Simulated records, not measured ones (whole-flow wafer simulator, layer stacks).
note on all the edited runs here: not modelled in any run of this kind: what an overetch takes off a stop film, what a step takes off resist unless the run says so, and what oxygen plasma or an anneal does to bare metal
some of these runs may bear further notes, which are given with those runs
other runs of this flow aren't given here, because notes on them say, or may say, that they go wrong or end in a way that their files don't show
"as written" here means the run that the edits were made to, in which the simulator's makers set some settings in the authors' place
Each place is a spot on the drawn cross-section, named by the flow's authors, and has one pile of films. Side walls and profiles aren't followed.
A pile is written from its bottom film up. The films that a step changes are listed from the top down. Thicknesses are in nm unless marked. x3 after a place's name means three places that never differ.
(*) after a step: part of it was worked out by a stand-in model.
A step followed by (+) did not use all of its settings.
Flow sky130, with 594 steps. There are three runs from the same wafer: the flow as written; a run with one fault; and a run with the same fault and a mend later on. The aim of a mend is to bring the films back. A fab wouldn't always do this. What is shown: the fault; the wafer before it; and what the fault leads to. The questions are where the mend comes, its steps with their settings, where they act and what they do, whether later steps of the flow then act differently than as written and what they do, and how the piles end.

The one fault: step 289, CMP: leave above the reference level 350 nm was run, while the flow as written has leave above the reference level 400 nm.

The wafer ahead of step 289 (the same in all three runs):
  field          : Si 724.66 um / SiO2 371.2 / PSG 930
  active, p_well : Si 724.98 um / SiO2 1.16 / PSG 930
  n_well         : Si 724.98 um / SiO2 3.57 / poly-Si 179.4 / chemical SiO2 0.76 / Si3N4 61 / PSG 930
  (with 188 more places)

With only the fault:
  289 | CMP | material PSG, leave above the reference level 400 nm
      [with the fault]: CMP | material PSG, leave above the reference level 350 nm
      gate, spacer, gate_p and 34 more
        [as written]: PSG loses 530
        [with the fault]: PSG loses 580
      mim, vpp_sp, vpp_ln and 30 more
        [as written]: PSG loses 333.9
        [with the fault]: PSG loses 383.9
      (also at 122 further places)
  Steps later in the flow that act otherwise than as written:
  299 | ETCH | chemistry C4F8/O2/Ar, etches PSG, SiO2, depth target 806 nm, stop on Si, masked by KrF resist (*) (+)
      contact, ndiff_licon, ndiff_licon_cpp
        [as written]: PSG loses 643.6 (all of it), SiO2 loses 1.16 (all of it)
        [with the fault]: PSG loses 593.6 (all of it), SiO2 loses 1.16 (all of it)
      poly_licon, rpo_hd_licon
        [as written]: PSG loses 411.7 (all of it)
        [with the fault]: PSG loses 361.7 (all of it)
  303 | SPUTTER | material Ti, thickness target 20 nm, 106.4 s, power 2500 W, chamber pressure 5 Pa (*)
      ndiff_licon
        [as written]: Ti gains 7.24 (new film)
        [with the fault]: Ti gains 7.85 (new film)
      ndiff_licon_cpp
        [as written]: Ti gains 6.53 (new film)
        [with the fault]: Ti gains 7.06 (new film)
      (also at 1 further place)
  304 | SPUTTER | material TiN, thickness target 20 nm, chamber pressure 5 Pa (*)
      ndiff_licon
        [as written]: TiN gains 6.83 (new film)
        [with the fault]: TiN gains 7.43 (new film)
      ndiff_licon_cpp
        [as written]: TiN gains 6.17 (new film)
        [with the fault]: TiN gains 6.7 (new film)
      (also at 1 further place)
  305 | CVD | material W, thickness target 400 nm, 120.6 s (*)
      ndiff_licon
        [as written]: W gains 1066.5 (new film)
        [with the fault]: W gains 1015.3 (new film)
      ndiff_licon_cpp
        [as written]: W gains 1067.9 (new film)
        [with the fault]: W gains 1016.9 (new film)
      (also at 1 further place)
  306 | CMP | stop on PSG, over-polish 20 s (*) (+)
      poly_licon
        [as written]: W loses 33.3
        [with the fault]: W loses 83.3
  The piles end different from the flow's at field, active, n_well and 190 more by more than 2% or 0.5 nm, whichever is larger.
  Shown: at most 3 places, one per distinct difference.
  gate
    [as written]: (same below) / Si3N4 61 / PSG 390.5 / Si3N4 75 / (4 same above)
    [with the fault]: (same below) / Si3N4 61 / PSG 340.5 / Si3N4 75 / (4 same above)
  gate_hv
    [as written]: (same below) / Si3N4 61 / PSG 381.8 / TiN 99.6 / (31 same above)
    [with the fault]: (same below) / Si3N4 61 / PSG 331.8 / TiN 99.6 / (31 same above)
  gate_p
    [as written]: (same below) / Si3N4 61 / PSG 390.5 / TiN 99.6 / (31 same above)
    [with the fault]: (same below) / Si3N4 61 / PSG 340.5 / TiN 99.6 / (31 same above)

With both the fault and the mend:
  The mend stands after step 289.
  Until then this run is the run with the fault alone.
  289a | HDPCVD | material PSG, thickness target 50 nm (*) (a further turn of the flow's step 288, with different settings)
      field, active, n_well and 189 more
        PSG gains 50
  Every later step of the flow that is run acts as written, at every place that is followed, to within 2% or 0.5 nm, whichever is larger.
  When the end is reached, the piles differ only a little from the flow's at the places that both follow, at most by 2% or 0.5 nm, whichever is larger.
